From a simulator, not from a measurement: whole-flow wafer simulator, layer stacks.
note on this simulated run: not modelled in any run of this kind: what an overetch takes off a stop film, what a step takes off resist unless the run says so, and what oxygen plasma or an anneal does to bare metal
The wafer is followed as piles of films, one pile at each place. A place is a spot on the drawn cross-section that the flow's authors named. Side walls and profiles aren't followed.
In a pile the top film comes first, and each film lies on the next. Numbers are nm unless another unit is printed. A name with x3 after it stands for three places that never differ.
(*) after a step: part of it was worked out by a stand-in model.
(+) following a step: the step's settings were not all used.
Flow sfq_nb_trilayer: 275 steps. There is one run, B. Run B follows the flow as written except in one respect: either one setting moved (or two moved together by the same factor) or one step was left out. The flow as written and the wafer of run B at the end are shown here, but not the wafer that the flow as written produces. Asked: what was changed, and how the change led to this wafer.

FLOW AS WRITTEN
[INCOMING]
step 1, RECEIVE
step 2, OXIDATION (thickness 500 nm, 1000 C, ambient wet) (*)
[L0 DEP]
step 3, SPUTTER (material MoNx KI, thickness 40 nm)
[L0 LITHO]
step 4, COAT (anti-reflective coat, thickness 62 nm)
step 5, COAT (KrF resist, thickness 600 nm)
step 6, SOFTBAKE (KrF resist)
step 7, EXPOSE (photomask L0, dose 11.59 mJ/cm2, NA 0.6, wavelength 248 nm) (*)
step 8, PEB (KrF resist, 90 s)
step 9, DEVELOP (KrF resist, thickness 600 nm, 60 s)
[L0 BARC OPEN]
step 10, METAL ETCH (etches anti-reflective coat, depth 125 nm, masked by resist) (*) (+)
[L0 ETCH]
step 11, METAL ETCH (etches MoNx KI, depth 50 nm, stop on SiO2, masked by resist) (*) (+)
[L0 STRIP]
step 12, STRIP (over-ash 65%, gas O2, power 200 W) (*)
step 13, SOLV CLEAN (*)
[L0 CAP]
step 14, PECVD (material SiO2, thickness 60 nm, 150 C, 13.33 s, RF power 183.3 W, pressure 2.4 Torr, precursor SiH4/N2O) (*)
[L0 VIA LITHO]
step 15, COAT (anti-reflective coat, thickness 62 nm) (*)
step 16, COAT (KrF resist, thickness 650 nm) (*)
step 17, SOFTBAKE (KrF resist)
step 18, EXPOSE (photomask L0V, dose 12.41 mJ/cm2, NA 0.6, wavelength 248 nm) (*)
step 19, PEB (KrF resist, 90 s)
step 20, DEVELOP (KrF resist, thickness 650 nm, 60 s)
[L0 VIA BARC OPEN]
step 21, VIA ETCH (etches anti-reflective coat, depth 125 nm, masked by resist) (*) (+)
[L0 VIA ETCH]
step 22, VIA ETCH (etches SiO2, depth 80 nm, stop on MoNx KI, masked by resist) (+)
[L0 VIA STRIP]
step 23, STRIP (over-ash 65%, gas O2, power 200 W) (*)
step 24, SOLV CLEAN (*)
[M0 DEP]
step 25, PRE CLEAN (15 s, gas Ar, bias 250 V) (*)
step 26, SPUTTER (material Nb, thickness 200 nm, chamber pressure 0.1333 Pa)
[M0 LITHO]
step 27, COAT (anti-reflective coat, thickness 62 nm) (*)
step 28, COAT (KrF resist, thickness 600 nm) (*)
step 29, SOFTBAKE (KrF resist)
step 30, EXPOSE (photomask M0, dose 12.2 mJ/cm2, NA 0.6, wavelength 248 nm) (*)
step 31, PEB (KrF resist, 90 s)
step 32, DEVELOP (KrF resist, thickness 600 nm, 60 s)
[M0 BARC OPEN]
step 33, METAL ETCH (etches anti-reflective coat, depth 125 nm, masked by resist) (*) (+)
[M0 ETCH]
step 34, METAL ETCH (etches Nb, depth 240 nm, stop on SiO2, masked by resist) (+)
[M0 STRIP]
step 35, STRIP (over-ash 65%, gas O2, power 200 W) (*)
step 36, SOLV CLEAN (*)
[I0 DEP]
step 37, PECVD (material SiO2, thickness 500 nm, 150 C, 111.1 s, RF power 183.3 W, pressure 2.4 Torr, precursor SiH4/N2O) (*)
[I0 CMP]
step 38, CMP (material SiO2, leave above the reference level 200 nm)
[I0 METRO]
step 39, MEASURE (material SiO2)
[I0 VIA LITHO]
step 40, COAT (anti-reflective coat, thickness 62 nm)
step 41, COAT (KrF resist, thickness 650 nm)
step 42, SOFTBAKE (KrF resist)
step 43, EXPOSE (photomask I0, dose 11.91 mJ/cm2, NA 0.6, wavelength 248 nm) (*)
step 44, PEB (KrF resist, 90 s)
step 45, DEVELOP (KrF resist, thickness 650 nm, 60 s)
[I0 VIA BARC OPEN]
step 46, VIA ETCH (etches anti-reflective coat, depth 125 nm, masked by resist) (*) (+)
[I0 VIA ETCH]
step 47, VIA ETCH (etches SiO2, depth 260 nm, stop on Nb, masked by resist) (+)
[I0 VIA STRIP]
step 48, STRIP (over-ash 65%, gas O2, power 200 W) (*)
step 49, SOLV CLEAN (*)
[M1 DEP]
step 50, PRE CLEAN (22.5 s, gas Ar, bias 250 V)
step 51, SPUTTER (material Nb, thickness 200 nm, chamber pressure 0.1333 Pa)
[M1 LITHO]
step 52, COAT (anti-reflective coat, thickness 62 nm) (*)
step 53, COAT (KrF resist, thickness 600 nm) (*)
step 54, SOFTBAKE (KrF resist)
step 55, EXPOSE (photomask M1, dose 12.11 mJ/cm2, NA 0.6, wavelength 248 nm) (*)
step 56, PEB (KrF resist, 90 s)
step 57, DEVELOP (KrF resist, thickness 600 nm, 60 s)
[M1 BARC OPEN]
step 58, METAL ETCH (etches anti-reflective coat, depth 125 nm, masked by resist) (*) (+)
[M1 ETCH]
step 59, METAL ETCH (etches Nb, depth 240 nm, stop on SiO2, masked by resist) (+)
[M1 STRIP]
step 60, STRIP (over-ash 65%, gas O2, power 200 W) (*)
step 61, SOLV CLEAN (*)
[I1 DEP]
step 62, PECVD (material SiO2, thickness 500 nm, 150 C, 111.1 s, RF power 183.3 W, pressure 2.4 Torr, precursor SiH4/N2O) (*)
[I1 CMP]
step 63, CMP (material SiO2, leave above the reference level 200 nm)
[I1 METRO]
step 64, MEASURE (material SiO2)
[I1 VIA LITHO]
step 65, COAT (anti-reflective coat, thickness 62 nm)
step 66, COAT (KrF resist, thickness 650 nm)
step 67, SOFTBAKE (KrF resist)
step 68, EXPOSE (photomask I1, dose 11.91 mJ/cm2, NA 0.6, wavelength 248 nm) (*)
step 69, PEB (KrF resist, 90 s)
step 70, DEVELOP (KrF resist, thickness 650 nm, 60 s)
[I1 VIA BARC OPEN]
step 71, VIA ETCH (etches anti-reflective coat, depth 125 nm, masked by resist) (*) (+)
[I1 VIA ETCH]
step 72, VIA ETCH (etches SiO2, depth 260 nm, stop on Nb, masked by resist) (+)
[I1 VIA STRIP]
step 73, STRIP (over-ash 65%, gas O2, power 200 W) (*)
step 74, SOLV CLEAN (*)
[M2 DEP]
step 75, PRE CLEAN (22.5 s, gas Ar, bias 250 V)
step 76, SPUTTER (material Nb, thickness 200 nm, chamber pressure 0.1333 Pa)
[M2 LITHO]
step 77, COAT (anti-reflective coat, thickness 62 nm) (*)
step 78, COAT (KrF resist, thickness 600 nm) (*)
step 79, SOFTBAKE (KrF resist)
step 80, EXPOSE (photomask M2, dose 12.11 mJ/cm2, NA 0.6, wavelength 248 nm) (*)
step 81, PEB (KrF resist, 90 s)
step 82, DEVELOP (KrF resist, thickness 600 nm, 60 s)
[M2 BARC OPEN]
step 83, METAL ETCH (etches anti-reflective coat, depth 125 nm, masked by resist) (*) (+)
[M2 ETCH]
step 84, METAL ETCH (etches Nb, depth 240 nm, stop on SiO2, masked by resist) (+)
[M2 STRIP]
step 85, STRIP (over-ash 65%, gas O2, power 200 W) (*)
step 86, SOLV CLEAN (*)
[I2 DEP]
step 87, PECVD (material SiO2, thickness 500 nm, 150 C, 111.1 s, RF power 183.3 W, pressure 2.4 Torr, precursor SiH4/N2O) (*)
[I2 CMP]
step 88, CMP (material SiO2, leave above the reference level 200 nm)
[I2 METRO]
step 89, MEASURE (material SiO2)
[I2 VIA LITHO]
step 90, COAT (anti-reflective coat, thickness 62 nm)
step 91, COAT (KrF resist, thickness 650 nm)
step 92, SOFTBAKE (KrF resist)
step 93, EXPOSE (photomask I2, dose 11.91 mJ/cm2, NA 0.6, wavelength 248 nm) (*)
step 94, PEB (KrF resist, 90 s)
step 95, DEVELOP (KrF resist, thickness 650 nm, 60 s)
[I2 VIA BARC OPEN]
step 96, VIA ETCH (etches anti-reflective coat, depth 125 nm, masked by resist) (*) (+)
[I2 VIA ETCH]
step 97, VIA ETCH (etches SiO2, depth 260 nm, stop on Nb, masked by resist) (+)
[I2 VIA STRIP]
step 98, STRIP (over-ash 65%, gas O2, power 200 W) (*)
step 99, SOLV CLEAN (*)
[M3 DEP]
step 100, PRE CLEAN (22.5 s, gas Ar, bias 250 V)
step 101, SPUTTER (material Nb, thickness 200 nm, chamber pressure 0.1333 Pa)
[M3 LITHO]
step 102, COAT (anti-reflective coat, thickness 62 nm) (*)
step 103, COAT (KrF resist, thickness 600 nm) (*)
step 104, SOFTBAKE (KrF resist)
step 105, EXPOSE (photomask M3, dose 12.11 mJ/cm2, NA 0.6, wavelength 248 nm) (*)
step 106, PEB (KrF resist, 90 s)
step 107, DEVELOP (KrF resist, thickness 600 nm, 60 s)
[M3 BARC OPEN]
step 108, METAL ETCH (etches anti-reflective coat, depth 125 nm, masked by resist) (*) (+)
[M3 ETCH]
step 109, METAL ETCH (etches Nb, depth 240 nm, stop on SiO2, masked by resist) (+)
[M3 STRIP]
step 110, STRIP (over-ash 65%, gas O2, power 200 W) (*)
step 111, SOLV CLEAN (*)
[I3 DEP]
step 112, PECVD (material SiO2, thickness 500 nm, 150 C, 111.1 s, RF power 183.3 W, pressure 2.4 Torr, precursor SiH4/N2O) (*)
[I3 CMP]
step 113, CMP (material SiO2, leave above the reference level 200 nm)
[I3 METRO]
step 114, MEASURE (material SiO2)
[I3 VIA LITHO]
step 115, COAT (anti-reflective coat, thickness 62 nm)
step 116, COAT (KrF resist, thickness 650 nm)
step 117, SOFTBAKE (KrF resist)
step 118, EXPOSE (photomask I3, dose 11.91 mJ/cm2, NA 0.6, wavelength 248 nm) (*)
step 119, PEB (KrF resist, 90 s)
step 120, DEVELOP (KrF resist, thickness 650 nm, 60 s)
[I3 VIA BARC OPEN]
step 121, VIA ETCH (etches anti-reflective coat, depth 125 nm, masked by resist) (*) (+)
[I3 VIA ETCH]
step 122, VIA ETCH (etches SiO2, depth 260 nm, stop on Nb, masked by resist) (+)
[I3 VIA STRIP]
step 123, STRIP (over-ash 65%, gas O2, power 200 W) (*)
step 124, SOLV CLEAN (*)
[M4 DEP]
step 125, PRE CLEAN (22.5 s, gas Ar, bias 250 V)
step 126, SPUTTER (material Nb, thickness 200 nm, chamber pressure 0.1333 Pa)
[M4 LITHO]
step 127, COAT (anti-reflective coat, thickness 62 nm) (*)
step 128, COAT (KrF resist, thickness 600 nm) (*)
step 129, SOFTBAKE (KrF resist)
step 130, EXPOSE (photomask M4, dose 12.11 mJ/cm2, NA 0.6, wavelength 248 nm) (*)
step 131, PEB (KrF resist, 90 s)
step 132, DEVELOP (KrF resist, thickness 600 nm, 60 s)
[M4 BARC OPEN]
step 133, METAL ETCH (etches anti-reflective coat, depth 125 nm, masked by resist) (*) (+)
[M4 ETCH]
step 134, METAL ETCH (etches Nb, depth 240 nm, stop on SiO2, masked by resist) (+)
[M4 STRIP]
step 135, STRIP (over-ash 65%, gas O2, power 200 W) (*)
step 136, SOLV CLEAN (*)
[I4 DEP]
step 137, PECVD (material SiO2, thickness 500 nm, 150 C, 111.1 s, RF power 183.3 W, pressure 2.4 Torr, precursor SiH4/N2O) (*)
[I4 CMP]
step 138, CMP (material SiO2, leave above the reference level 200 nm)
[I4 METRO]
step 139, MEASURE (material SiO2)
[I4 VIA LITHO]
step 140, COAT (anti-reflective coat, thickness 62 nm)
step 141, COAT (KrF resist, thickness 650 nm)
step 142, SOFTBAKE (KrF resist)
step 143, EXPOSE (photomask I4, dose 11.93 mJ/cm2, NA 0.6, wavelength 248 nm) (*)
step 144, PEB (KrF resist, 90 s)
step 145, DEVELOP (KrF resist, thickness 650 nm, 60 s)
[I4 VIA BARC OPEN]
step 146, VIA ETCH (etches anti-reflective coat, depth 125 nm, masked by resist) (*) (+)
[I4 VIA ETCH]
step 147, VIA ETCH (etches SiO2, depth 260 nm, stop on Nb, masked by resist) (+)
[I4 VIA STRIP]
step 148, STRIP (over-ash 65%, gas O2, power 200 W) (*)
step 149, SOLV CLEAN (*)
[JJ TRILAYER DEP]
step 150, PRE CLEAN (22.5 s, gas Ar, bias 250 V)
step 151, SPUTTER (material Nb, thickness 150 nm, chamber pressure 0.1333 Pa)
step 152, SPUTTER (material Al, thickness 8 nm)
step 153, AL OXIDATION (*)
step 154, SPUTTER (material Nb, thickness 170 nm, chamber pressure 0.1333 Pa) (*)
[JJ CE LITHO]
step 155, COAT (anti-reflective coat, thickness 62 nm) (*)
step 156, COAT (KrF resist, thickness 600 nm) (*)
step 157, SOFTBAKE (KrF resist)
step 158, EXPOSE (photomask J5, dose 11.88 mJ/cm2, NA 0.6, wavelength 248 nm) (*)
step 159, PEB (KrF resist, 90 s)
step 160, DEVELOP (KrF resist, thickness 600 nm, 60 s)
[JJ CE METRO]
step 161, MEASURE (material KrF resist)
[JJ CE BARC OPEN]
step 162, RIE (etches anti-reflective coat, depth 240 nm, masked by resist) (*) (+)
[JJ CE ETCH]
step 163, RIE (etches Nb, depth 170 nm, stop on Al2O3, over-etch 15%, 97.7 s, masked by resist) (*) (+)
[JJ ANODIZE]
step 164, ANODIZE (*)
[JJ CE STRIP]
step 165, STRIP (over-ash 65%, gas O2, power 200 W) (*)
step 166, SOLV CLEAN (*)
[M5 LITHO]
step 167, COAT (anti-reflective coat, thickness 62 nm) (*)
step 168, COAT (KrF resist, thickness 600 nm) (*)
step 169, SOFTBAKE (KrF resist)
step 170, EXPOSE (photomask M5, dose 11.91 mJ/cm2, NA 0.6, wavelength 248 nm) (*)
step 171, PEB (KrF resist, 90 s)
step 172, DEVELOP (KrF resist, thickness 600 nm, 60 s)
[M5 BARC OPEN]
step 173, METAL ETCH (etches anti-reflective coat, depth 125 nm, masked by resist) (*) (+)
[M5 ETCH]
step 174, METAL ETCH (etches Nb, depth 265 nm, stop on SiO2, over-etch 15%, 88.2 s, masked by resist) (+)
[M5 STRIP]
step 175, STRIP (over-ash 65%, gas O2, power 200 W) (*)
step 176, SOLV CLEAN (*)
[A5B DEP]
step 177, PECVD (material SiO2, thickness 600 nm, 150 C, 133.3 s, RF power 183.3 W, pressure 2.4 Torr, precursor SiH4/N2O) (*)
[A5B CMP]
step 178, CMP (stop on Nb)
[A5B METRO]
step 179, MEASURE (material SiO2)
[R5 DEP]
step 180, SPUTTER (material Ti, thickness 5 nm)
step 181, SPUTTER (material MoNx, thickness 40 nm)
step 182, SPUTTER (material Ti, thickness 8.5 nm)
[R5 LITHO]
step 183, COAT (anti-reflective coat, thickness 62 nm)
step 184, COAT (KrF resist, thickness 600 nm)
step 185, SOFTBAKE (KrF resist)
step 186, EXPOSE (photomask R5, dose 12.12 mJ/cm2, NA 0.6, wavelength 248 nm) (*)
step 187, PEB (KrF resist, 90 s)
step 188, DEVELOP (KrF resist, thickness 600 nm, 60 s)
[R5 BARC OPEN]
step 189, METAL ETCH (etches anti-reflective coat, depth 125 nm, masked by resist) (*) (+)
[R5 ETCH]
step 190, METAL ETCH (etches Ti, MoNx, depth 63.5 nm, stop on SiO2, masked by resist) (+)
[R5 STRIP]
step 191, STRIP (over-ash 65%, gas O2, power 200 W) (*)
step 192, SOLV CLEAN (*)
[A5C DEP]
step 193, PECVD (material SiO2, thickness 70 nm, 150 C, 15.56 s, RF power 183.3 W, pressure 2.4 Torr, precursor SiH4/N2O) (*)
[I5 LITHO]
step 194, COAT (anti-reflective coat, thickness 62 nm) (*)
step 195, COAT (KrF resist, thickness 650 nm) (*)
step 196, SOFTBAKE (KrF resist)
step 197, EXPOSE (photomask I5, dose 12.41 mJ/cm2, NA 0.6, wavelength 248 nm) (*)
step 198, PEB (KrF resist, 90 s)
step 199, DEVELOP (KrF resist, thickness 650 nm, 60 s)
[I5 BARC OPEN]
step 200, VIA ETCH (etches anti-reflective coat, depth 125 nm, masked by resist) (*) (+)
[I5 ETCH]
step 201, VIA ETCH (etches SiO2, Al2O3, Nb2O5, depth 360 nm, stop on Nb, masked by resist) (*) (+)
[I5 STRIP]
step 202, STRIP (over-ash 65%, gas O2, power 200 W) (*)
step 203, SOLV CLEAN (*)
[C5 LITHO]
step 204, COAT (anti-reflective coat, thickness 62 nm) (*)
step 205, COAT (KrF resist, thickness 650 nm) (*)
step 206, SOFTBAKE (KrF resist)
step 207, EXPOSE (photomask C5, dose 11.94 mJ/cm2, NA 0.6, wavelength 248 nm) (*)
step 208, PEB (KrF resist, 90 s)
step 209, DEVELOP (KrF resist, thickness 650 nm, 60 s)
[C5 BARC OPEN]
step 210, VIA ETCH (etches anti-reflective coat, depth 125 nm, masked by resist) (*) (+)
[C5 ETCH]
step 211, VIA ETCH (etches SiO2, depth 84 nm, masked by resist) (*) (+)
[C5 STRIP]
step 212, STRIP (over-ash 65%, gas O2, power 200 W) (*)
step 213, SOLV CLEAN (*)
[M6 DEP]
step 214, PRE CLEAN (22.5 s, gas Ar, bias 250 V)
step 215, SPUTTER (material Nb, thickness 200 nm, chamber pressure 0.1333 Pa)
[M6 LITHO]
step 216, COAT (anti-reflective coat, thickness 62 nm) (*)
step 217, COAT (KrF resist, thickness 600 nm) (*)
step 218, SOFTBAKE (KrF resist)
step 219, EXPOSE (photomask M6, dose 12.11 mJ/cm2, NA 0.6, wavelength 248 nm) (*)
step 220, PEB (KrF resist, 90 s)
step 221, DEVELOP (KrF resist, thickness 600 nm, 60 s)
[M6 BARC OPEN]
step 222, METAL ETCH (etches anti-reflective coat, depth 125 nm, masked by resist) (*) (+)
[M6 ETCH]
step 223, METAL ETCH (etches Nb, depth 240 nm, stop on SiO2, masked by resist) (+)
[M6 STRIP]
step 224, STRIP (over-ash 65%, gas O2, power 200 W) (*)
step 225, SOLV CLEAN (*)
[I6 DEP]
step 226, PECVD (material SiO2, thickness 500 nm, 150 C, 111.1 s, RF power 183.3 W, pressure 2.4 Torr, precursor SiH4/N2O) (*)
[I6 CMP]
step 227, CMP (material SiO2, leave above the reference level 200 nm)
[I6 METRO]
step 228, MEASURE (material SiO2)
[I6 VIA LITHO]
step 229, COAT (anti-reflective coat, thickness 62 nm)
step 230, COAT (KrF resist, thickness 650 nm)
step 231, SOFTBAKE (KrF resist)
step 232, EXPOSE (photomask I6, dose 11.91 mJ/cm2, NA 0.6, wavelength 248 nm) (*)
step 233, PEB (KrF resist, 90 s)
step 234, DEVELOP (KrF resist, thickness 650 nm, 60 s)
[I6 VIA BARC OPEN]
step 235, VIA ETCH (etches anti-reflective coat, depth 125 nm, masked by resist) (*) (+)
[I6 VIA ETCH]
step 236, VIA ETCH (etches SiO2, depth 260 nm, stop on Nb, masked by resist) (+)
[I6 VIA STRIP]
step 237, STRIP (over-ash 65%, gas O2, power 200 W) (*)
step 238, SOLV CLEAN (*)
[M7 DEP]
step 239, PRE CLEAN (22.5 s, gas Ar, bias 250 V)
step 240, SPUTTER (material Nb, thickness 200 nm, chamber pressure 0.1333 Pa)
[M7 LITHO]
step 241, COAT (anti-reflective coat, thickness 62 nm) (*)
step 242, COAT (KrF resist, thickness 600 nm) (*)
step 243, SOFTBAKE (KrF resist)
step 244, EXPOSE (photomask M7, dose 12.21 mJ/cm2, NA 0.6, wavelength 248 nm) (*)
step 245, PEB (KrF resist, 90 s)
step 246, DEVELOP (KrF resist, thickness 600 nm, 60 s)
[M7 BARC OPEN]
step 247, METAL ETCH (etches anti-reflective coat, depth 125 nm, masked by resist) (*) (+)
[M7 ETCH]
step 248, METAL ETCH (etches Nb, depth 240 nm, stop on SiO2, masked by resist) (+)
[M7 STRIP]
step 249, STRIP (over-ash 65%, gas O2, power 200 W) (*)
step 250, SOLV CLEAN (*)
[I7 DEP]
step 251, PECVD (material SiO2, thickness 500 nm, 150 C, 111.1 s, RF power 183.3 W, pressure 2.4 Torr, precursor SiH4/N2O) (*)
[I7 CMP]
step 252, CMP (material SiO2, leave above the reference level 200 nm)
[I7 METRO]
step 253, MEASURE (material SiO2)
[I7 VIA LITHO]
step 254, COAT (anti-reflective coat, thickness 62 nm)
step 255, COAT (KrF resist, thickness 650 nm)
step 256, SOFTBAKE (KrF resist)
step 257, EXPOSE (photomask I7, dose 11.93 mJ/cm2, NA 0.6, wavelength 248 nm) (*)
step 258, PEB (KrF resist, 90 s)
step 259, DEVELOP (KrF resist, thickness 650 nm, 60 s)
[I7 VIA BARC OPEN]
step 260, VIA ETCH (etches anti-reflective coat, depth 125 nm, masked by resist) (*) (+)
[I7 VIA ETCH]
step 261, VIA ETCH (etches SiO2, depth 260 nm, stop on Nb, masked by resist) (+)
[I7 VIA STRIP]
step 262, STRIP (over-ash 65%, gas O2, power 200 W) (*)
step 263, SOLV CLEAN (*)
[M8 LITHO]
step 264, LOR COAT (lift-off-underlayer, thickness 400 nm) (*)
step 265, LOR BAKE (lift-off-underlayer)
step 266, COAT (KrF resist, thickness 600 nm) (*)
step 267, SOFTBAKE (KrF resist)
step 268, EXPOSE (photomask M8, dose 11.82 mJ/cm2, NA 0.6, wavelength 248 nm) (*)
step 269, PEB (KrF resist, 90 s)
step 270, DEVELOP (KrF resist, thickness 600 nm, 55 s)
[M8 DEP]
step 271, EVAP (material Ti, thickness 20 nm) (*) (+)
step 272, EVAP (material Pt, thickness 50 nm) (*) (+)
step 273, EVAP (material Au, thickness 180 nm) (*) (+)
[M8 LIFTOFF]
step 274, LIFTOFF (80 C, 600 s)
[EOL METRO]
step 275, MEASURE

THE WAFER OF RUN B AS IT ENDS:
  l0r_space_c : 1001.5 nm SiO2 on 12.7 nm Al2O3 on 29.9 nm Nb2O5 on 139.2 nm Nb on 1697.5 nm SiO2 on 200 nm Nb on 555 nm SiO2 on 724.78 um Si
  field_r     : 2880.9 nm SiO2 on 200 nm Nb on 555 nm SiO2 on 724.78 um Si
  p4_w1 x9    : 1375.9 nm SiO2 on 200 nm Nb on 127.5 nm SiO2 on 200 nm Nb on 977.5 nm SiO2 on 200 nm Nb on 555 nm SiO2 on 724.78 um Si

Cause: step 113, CMP: leave above the reference level 135 nm was run, whereas the flow has leave above the reference level 200 nm.

How this came from the change, step by step:
  step 113, CMP (material SiO2, leave above the reference level 200 nm)
      field_l, be, be_sur and 64 more: SiO2 loses 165 (in the flow as written it would be: SiO2 loses 100)
      v_sur, via_wl, via_wr and 27 more: SiO2 loses 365 (in the flow as written it would be: SiO2 loses 300)
      (as well as at 9 more places)
  step 122, VIA ETCH (etches SiO2, depth 260 nm, stop on Nb, masked by resist) (+)
      field_l, v_sur, via_wl and 102 more: KrF resist loses 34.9 (in the flow as written it would be: KrF resist loses 44.8)
      via_v: SiO2 loses 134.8 (all of it) (in the flow as written it would be: SiO2 loses 199.8 (all of it))
  step 126, SPUTTER (material Nb, thickness 200 nm, chamber pressure 0.1333 Pa)
      via_v: Nb gains 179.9 (in the flow as written it would be: Nb gains 165.5)
  step 127, COAT (anti-reflective coat, thickness 62 nm) (*)
      via_sp: anti-reflective coat gains 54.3 (new film) (in the flow as written it would be: anti-reflective coat gains 53 (new film))
      via_v: anti-reflective coat gains 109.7 (new film) (in the flow as written it would be: anti-reflective coat gains 124.8 (new film))
      (as well as at 1 more place)
  step 128, COAT (KrF resist, thickness 600 nm) (*)
      via_v: KrF resist gains 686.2 (new film) (in the flow as written it would be: KrF resist gains 739.8 (new film))
  step 135, STRIP (over-ash 65%, gas O2, power 200 W) (*)
      via_sp: KrF resist loses 378.3 (all of it), anti-reflective coat loses 54.3 (all of it) (in the flow as written it would be: KrF resist loses 373.9 (all of it), anti-reflective coat loses 53 (all of it))
      via_v: KrF resist loses 468.3 (all of it), anti-reflective coat loses 109.7 (all of it) (in the flow as written it would be: KrF resist loses 521.8 (all of it), anti-reflective coat loses 124.8 (all of it))
      (as well as at 1 more place)
  step 137, PECVD (material SiO2, thickness 500 nm, 150 C, 111.1 s, RF power 183.3 W, pressure 2.4 Torr, precursor SiH4/N2O) (*)
      via_v: SiO2 gains 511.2 (new film) (in the flow as written it would be: SiO2 gains 615 (new film))
  step 138, CMP (material SiO2, leave above the reference level 200 nm)
      via_v: SiO2 loses 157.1 (in the flow as written it would be: SiO2 loses 181.6)
